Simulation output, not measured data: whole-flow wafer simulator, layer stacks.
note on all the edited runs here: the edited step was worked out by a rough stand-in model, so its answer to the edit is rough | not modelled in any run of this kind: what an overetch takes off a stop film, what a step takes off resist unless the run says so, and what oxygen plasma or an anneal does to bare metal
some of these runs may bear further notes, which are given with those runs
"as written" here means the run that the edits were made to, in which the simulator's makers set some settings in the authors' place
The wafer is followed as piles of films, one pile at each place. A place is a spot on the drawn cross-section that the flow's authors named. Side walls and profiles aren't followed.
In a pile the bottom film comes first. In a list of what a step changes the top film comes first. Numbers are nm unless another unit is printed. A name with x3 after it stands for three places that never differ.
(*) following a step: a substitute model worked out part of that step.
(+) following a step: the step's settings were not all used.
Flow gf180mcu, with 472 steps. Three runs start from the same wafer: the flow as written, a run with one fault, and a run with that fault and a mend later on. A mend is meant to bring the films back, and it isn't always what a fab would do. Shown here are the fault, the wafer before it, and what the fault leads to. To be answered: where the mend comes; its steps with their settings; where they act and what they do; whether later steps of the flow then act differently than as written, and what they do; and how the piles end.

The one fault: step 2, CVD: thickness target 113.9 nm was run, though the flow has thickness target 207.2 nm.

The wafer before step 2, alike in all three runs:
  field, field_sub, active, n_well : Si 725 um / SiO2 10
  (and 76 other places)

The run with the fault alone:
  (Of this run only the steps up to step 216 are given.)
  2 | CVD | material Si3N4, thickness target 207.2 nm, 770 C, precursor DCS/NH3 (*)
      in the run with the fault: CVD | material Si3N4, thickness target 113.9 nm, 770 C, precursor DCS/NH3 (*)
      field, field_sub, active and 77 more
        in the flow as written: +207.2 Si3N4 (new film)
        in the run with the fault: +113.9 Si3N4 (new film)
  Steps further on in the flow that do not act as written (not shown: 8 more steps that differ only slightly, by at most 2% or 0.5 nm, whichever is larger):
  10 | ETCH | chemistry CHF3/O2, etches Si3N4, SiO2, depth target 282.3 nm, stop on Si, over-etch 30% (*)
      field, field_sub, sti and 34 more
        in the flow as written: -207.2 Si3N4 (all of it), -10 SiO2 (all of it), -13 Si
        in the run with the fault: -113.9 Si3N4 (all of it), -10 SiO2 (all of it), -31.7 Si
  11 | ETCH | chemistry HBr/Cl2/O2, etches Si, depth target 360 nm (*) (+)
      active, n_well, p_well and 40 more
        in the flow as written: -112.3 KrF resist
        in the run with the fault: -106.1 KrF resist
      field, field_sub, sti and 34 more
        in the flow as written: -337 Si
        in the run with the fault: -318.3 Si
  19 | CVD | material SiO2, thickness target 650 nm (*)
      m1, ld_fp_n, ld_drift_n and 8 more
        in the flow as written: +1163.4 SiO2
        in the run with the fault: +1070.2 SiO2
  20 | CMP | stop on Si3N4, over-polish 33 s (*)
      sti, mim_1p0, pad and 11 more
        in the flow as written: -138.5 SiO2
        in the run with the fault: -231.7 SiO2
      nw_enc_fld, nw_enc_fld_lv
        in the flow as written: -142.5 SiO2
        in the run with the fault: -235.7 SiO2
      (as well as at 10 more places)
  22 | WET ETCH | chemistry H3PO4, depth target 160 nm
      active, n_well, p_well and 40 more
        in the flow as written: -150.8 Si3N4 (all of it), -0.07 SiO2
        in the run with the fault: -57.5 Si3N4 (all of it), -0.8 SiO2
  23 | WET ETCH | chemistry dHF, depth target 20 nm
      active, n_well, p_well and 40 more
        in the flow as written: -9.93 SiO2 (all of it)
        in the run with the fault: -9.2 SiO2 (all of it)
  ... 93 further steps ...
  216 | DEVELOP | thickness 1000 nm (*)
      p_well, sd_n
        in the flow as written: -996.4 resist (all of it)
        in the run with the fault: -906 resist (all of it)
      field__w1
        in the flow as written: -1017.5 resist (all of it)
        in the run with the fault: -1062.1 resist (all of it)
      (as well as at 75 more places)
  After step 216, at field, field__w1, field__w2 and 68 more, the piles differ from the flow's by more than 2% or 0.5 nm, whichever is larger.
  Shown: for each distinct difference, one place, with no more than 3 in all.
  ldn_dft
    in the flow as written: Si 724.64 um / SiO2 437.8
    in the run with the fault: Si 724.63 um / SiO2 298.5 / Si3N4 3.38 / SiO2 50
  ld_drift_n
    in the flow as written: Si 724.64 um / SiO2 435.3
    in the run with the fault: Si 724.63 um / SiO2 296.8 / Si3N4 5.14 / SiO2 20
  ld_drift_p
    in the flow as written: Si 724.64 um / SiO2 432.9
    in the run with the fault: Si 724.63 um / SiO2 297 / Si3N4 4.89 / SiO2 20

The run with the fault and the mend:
  The mend follows step 2.
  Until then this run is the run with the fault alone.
  2a | CVD | material Si3N4, thickness target 93.22 nm, 770 C, precursor DCS/NH3 (*) (the flow's step 2 again, with other settings)
      field, field_sub, active and 77 more
        +93.2 Si3N4
  Later steps of the flow that are run all act as written at every place that is followed.
  At every place that both follow, the piles at the end match the flow's.
